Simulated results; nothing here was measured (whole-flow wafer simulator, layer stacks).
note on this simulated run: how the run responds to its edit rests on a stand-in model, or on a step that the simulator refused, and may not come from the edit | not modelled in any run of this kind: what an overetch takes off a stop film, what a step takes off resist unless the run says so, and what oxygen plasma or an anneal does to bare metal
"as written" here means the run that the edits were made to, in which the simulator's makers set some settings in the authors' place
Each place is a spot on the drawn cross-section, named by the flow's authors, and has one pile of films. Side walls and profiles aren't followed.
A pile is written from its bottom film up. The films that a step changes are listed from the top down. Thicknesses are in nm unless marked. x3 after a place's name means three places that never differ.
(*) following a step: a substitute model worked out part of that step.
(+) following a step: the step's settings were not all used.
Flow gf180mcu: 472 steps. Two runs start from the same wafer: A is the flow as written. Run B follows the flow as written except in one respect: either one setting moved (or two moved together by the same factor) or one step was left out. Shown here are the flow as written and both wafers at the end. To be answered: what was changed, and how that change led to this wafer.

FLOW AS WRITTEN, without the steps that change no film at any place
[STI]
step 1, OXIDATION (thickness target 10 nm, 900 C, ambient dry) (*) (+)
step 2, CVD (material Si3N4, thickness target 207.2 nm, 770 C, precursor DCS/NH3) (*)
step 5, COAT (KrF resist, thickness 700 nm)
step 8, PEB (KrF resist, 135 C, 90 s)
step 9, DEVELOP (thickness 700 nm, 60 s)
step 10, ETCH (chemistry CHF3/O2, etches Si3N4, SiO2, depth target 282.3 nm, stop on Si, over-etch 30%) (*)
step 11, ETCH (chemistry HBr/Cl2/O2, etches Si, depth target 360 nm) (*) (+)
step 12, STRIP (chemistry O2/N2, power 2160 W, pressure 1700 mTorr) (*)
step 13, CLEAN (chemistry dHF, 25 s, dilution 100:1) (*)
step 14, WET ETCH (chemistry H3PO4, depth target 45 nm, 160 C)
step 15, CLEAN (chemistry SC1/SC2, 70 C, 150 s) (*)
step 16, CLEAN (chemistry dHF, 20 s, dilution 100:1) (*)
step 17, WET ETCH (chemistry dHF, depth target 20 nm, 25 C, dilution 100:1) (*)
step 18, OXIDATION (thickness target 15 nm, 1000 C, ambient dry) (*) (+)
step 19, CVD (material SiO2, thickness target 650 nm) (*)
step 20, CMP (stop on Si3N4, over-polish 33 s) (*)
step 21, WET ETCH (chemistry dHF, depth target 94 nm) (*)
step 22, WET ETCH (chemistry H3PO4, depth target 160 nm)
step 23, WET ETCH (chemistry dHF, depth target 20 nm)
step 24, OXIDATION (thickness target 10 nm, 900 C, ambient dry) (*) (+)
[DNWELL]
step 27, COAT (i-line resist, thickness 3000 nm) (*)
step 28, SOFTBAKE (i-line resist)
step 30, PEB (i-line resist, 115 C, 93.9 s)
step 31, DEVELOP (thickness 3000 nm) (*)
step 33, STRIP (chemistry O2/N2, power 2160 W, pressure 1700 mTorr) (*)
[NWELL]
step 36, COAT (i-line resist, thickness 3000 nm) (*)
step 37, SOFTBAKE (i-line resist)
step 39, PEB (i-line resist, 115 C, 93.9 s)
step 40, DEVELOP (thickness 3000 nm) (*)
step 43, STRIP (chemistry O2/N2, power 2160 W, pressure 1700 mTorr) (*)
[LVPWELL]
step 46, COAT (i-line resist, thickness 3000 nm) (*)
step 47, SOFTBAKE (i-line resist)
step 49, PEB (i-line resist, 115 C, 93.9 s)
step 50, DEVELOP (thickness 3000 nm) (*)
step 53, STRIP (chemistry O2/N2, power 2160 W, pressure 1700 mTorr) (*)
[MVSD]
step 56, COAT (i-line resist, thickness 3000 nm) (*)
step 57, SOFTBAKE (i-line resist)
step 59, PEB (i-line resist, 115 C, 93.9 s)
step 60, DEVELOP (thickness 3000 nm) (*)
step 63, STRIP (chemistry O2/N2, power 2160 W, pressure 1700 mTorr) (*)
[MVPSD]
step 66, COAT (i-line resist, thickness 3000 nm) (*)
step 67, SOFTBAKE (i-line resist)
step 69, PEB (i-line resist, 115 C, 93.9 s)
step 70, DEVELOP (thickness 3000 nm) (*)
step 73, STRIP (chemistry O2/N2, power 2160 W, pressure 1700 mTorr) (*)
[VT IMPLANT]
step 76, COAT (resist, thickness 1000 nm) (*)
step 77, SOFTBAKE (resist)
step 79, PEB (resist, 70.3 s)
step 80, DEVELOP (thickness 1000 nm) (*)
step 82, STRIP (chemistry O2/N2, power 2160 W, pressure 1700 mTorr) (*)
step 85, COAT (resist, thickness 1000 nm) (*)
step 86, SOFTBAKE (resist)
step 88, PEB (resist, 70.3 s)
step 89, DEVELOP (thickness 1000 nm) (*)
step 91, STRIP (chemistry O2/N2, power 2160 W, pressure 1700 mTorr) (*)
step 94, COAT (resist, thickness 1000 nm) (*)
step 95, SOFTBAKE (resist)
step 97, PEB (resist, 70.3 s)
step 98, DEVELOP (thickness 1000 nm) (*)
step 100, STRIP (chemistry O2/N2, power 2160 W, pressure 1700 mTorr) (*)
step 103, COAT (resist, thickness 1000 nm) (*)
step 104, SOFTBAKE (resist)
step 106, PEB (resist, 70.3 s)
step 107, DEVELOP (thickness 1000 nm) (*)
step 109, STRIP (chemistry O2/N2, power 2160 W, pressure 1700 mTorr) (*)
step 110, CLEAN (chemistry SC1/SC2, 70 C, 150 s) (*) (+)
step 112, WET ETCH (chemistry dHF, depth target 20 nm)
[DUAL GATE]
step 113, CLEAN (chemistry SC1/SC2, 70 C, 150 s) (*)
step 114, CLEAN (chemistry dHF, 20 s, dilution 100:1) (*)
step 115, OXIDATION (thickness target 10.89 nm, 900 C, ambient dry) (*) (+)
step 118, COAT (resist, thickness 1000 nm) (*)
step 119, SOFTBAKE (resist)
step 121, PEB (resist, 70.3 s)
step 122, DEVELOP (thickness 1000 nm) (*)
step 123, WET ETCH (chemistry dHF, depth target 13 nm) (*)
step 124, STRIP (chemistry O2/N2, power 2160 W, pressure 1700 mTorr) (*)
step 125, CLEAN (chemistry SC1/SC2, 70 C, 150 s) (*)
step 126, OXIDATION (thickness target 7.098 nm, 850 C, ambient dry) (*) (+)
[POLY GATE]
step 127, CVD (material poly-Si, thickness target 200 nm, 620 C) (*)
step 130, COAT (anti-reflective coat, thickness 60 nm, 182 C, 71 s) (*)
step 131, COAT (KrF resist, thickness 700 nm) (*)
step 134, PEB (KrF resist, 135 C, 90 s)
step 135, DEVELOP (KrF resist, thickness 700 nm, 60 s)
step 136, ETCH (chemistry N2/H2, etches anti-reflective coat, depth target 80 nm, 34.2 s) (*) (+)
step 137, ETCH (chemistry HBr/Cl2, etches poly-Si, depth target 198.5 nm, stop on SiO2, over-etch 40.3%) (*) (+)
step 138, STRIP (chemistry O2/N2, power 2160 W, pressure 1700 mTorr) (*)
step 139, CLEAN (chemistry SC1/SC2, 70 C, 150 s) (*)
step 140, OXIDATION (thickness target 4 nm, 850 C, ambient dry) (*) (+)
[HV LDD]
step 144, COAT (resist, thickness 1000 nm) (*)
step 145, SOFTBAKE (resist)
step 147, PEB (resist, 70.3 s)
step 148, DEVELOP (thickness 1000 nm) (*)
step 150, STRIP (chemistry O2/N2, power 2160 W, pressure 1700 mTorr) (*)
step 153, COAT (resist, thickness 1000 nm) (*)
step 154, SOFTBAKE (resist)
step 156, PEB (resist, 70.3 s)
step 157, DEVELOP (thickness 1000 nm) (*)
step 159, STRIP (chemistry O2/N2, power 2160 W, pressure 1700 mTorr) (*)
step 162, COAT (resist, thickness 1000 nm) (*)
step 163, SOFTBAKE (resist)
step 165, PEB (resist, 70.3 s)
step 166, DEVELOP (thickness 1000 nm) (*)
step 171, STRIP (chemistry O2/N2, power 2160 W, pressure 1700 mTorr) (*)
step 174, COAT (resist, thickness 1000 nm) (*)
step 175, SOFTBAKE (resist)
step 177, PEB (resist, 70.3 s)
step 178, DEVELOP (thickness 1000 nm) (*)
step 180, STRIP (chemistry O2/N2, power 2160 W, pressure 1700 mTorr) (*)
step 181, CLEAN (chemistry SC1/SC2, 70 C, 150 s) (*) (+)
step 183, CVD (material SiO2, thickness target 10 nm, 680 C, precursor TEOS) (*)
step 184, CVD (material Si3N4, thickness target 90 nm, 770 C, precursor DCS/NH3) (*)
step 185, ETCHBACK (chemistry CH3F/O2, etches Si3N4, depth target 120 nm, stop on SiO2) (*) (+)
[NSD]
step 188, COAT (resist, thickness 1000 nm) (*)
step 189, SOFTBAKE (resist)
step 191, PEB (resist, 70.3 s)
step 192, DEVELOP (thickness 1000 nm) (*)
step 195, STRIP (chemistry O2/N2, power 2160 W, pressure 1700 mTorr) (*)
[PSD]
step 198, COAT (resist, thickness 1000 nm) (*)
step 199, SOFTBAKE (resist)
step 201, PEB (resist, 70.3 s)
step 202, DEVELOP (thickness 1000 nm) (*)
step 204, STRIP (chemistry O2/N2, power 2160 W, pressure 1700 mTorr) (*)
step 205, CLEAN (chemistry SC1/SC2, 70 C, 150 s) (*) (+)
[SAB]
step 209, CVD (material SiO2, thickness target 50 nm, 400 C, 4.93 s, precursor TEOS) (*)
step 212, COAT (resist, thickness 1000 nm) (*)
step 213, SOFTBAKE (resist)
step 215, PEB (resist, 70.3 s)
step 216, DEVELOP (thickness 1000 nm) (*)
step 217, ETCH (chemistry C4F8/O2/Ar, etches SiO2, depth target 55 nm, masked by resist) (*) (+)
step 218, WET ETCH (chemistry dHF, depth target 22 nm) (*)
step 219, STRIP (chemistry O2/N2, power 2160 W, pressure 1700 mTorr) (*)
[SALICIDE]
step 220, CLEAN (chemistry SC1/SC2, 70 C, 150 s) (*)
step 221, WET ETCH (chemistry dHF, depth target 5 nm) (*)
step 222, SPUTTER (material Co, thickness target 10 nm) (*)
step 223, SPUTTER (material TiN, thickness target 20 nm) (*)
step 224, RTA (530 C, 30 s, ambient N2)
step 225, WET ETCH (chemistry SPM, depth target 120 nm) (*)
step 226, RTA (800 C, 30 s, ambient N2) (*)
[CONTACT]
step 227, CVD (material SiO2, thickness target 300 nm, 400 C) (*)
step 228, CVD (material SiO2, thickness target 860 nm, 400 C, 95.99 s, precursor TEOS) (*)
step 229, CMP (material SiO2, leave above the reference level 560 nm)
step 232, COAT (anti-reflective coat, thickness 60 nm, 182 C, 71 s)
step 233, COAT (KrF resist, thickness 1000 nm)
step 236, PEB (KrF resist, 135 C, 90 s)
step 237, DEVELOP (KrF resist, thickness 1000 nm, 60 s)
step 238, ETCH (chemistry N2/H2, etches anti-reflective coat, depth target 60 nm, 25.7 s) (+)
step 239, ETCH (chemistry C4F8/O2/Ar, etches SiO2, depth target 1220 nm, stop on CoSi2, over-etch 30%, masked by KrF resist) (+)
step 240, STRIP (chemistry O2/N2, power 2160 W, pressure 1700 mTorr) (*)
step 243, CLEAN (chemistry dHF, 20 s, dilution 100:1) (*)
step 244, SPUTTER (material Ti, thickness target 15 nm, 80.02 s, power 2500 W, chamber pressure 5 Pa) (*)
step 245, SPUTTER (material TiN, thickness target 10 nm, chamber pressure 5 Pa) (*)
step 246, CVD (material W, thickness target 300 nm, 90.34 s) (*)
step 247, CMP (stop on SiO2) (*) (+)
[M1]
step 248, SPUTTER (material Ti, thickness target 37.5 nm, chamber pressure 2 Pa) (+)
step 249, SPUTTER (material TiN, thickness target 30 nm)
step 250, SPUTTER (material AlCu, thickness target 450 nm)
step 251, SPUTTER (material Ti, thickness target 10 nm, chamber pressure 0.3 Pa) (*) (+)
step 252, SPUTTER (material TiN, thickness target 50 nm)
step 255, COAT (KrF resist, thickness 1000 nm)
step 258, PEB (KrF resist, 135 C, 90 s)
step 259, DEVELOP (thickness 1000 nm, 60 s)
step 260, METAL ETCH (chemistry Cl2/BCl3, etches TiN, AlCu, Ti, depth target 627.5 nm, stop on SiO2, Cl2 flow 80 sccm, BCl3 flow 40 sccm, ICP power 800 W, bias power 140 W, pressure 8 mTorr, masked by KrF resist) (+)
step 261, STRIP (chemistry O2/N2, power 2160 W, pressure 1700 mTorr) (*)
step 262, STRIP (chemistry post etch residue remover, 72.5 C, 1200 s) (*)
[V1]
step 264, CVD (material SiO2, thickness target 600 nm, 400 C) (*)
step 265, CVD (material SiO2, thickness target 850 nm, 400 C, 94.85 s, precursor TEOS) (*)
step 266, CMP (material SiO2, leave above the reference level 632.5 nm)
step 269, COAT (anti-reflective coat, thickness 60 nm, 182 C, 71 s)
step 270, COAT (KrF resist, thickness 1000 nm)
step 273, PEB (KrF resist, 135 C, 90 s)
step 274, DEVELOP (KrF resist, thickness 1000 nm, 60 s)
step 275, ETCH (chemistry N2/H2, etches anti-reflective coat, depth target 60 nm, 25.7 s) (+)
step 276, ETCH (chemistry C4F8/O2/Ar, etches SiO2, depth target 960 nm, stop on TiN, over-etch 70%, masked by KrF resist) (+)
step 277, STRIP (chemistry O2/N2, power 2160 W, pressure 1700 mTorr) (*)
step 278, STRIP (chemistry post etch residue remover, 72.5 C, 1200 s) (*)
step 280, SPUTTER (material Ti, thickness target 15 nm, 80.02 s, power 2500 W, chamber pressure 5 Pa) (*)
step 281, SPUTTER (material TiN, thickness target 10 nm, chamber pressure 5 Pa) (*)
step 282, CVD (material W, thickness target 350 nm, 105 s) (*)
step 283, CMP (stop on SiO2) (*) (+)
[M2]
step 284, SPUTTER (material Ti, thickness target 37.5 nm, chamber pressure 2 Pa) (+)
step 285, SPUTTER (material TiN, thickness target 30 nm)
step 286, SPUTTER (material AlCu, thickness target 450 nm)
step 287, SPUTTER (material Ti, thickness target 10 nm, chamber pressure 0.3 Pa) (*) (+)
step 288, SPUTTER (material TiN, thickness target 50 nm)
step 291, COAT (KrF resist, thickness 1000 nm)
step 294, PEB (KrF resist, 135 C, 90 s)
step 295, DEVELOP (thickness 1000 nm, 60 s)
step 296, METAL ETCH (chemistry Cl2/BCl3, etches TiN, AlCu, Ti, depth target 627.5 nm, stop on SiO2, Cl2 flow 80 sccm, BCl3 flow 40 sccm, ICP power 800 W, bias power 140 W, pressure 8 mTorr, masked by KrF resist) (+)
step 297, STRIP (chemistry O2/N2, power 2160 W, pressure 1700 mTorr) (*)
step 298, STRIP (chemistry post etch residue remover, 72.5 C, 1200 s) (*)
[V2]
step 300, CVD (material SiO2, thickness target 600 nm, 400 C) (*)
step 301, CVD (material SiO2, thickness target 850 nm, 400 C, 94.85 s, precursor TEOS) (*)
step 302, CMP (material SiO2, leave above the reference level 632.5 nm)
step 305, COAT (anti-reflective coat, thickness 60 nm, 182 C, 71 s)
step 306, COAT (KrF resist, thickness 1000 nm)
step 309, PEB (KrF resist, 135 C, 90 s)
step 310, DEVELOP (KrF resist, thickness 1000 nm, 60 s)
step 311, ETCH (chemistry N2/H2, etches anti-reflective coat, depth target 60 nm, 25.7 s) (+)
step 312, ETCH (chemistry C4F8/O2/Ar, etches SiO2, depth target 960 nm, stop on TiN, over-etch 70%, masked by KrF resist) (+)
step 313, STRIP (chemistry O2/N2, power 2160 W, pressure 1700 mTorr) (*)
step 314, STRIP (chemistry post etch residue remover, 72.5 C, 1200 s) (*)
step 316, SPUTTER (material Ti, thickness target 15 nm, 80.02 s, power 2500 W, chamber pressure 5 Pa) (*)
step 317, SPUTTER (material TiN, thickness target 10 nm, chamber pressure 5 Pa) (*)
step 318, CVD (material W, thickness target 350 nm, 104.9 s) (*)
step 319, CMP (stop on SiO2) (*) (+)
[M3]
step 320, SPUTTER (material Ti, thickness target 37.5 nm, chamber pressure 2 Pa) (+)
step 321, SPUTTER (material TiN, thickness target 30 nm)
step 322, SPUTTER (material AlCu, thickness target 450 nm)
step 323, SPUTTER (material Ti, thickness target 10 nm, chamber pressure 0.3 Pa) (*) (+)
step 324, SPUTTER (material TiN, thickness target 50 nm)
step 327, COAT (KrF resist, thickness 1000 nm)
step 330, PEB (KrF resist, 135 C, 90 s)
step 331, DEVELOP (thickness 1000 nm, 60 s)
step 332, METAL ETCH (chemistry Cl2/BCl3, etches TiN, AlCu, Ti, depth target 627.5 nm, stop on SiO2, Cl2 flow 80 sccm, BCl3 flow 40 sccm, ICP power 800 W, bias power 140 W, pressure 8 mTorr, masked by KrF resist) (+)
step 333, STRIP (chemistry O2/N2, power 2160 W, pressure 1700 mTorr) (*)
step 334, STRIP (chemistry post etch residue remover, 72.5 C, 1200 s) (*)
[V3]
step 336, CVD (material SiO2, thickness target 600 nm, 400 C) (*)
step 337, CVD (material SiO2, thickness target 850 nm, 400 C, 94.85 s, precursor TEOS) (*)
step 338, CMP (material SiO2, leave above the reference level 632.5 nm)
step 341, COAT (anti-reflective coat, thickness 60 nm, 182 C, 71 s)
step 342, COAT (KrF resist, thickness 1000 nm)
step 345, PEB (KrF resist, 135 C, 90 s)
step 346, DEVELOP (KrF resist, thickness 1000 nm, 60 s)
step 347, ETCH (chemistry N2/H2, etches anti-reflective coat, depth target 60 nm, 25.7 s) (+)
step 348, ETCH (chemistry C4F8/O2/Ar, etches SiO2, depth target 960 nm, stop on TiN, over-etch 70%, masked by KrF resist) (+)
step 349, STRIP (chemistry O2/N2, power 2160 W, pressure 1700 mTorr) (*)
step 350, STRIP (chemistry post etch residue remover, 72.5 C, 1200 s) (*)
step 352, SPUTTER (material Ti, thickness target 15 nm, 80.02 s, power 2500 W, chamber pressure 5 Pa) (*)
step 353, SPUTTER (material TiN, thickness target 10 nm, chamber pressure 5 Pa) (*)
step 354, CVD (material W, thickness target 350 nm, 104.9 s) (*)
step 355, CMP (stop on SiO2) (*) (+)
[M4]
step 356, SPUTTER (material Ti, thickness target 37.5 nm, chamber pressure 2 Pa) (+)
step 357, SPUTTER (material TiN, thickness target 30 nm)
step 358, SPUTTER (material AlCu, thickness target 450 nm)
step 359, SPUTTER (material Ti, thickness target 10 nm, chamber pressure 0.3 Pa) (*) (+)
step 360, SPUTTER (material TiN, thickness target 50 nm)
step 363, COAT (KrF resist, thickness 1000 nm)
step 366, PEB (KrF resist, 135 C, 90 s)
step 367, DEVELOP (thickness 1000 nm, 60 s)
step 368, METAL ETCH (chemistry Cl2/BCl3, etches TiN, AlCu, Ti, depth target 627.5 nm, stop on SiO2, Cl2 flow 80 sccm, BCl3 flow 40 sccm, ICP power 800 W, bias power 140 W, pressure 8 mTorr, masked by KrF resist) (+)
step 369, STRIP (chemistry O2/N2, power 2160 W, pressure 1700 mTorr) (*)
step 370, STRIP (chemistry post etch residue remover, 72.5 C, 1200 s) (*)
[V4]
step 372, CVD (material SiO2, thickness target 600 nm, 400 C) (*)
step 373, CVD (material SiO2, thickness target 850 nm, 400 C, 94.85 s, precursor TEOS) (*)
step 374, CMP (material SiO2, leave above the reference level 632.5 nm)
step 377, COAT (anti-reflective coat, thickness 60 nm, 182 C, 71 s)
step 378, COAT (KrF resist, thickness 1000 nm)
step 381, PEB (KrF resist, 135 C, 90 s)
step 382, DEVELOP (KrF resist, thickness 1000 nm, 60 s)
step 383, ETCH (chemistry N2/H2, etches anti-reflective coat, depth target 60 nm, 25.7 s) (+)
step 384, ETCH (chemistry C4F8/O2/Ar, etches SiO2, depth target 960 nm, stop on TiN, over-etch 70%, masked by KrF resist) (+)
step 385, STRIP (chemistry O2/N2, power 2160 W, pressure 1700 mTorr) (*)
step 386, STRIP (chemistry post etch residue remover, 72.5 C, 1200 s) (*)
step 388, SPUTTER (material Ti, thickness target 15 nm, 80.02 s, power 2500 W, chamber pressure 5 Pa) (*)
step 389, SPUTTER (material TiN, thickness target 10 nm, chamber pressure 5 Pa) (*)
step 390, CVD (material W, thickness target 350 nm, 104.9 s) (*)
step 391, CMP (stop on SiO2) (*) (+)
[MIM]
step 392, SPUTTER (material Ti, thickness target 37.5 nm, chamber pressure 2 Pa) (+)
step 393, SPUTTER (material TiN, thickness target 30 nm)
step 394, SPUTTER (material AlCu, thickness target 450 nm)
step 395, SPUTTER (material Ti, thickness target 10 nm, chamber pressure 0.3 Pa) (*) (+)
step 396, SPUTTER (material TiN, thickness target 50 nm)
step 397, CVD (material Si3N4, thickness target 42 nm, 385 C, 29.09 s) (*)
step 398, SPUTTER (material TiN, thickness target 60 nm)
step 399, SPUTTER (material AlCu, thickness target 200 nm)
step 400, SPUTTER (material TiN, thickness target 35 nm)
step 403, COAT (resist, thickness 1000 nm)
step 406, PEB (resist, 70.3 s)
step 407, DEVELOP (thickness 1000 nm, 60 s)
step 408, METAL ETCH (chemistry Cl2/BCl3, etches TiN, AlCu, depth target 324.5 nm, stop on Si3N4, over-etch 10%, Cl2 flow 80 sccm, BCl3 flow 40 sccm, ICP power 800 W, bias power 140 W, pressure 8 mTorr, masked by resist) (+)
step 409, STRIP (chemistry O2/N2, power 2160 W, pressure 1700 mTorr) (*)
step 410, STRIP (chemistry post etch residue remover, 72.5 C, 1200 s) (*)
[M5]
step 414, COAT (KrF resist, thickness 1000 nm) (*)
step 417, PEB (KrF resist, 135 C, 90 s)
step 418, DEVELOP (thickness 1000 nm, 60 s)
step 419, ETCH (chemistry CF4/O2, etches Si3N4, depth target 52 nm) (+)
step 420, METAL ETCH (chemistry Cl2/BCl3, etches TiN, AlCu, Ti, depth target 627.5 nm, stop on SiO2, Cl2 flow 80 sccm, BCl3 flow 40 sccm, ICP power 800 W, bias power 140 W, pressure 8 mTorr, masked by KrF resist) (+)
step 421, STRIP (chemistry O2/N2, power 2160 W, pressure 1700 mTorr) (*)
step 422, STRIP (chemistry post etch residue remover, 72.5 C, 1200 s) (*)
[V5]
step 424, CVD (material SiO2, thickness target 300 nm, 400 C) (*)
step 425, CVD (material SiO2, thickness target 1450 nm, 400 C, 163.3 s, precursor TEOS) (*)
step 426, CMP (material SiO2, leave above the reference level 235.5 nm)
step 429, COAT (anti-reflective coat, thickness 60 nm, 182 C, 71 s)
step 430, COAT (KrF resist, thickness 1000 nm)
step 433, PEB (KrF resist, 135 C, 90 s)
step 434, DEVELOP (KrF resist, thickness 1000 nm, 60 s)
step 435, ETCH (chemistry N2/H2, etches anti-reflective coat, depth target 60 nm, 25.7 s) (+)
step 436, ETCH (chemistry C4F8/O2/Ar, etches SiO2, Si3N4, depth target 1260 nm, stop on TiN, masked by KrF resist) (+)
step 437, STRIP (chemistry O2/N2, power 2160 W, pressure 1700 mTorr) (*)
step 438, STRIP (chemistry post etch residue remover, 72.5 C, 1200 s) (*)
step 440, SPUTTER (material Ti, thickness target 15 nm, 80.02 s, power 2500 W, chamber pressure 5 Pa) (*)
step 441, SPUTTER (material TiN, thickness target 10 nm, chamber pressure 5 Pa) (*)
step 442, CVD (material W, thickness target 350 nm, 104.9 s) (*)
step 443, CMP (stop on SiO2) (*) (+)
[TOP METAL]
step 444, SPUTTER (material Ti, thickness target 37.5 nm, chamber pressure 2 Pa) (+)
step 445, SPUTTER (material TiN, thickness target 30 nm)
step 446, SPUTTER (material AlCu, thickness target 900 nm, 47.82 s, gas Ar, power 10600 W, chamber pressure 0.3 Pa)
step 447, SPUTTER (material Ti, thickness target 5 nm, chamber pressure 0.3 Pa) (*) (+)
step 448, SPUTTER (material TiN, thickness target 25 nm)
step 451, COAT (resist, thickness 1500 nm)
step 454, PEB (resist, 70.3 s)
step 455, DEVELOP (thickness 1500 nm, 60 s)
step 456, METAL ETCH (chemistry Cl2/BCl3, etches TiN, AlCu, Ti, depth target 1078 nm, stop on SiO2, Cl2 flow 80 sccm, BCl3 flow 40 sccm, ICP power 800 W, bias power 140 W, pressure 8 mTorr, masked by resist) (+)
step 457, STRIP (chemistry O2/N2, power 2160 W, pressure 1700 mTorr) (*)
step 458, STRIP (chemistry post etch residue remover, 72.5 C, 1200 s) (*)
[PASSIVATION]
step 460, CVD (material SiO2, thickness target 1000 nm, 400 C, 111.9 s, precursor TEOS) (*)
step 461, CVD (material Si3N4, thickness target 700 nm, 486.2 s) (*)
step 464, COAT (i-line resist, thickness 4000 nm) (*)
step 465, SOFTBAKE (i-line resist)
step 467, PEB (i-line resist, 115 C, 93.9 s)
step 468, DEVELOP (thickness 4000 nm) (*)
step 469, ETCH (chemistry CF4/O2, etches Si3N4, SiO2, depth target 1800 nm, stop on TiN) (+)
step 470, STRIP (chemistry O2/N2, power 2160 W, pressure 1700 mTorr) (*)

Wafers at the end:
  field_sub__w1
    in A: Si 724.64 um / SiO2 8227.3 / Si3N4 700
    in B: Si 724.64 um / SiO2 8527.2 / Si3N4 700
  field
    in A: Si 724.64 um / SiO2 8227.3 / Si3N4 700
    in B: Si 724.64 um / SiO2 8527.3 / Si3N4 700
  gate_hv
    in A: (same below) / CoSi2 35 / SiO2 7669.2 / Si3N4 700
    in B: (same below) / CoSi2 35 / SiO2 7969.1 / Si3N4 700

The reason: step 374, CMP: leave above the reference level 993 nm was run, while the flow as written has leave above the reference level 632.5 nm.

Step by step, how the change led to this:
  step 374, CMP (material SiO2, leave above the reference level 632.5 nm)
      field, field__w1, field__w2 and 103 more: A SiO2 loses 300 | B nothing
      field__w8, contact, m1, m1__w1, m1_nw: A SiO2 loses 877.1 | B SiO2 loses 516.6
  step 377, COAT (anti-reflective coat, thickness 60 nm, 182 C, 71 s)
      field: A anti-reflective coat gains 60 (new film) | B anti-reflective coat gains 84.2 (new film)
      field__w8: A anti-reflective coat gains 60 (new film) | B anti-reflective coat gains 27.7 (new film)
      (and at 11 other places as well)
  step 378, COAT (KrF resist, thickness 1000 nm)
      contact: A KrF resist gains 1000 (new film) | B KrF resist gains 978 (new film)
      m1: A KrF resist gains 1000 (new film) | B KrF resist gains 975.6 (new film)
      (and at 3 other places as well)
  step 382, DEVELOP (KrF resist, thickness 1000 nm, 60 s)
      contact: A KrF resist loses 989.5 (all of it) | B KrF resist loses 967.7 (all of it)
  step 383, ETCH (chemistry N2/H2, etches anti-reflective coat, depth target 60 nm, 25.7 s) (+)
      contact: A anti-reflective coat loses 60 (all of it), SiO2 loses 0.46 | B anti-reflective coat loses 31.2 (all of it), SiO2 loses 1.2
  step 384, ETCH (chemistry C4F8/O2/Ar, etches SiO2, depth target 960 nm, stop on TiN, over-etch 70%, masked by KrF resist) (+)
      contact: A SiO2 loses 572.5 (all of it) | B SiO2 loses 932.2 (all of it)
  step 385, STRIP (chemistry O2/N2, power 2160 W, pressure 1700 mTorr) (*)
      field: A KrF resist loses 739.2 (all of it), anti-reflective coat loses 60 (all of it) | B KrF resist loses 727.9 (all of it), anti-reflective coat loses 84.2 (all of it)
      field__w8: A KrF resist loses 739.2 (all of it), anti-reflective coat loses 60 (all of it) | B KrF resist loses 732.6 (all of it), anti-reflective coat loses 27.7 (all of it)
      (and at 12 other places as well)
  step 388, SPUTTER (material Ti, thickness target 15 nm, 80.02 s, power 2500 W, chamber pressure 5 Pa) (*)
      contact: A Ti gains 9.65 (new film) | B Ti gains 8.11 (new film)
  step 389, SPUTTER (material TiN, thickness target 10 nm, chamber pressure 5 Pa) (*)
      contact: A TiN gains 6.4 (new film) | B TiN gains 5.38 (new film)
  step 390, CVD (material W, thickness target 350 nm, 104.9 s) (*)
      contact: A W gains 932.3 (new film) | B W gains 1234.8 (new film)
  step 391, CMP (stop on SiO2) (*) (+)
      field__w8, m1, m1__w1, m1_nw: A W loses 350 (all of it), TiN loses 10 (all of it), Ti loses 15 (all of it), SiO2 loses 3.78 | B W loses 350 (all of it), TiN loses 10 (all of it), Ti loses 15 (all of it), SiO2 loses 6.05
  step 403, COAT (resist, thickness 1000 nm)
      field__w8: A resist gains 1000 (new film) | B resist gains 949.7 (new film)
      m1: A resist gains 1000 (new film) | B resist gains 949.2 (new film)
      (and at 2 other places as well)
  step 404, SOFTBAKE (resist)
      nw_enc_fld_lv__w3, polyc_p: A nothing | B resist gains 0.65
      field: A nothing | B resist loses 0.69
      (and at 14 other places as well)
  step 406, PEB (resist, 70.3 s)
      field__w8, m1, m1__w1: A resist loses 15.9 | B resist loses 14.8
      m1_nw: A resist loses 15.9 | B resist loses 15.1
  step 407, DEVELOP (thickness 1000 nm, 60 s)
      field__w8: A resist loses 984.1 (all of it) | B resist loses 933.1 (all of it)
      m1: A resist loses 984.1 (all of it) | B resist loses 932.3 (all of it)
      (and at 2 other places as well)
  step 414, COAT (KrF resist, thickness 1000 nm) (*)
      field__w8: A KrF resist gains 1000 (new film) | B KrF resist gains 952 (new film)
      m1: A KrF resist gains 1000.5 (new film) | B KrF resist gains 952 (new film)
      (and at 2 other places as well)
  ... and 1 more step ...
  step 426, CMP (material SiO2, leave above the reference level 235.5 nm)
      field__w8, m1, m1__w1, m1_nw: A SiO2 loses 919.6 | B SiO2 loses 977.9
